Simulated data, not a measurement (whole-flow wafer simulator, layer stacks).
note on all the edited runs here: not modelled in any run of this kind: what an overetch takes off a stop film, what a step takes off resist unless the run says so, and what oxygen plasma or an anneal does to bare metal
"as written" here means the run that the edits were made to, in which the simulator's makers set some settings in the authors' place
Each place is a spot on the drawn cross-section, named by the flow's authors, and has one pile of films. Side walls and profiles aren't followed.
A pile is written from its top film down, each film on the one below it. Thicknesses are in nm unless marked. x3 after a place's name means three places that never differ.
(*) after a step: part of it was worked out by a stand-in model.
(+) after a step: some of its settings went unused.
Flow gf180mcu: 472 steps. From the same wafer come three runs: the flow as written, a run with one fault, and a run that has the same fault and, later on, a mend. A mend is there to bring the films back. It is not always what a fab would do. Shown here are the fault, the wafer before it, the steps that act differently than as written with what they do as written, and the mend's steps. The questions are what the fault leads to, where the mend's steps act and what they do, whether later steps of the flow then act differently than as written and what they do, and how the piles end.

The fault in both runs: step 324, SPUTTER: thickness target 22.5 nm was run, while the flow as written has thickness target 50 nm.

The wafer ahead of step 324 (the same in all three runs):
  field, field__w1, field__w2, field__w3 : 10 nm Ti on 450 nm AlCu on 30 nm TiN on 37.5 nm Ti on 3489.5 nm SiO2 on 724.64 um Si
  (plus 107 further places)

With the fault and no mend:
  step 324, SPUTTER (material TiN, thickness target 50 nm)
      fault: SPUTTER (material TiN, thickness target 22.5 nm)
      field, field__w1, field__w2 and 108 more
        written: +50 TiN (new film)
        fault: +22.5 TiN (new film)
  Steps further on in the flow that do not act as written (not shown: 2 more steps that differ only slightly, by at most 2% or 0.5 nm, whichever is larger):
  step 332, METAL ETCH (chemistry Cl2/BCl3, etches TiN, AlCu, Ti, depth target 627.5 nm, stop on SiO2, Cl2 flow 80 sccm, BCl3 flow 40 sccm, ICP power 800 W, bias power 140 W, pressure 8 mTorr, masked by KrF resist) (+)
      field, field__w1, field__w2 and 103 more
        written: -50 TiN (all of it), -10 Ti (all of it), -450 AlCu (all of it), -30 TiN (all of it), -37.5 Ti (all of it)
        fault: -22.5 TiN (all of it), -10 Ti (all of it), -450 AlCu (all of it), -30 TiN (all of it), -37.5 Ti (all of it)
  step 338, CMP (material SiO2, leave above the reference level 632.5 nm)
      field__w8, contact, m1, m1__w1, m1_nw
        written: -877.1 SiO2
        fault: -849.6 SiO2
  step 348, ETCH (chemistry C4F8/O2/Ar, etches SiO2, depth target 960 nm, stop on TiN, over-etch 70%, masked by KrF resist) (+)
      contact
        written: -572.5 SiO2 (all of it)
        fault: -600 SiO2 (all of it)
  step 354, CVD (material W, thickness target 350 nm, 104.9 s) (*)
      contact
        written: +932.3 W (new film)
        fault: +960 W (new film)
  By the end, the piles at field__w8, contact, m1, m1__w1, m1_nw depart from the flow's by more than 2% or 0.5 nm, whichever is larger.
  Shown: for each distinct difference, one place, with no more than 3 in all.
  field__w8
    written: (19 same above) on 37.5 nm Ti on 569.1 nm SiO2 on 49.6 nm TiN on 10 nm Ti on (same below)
    fault: (19 same above) on 37.5 nm Ti on 596.6 nm SiO2 on 22.1 nm TiN on 10 nm Ti on (same below)
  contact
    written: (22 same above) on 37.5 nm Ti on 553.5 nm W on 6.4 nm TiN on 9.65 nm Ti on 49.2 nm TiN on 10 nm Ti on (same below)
    fault: (22 same above) on 37.5 nm Ti on 581.3 nm W on 6.3 nm TiN on 9.5 nm Ti on 21.7 nm TiN on 10 nm Ti on (same below)

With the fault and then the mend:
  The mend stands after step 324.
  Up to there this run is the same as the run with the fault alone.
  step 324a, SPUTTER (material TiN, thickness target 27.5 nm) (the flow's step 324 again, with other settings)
      field, field__w1, field__w2 and 108 more
        +27.5 TiN
  Every later step of the flow that is run acts as written at every place that is followed.
  The piles end the same as the flow's at every place that both follow.
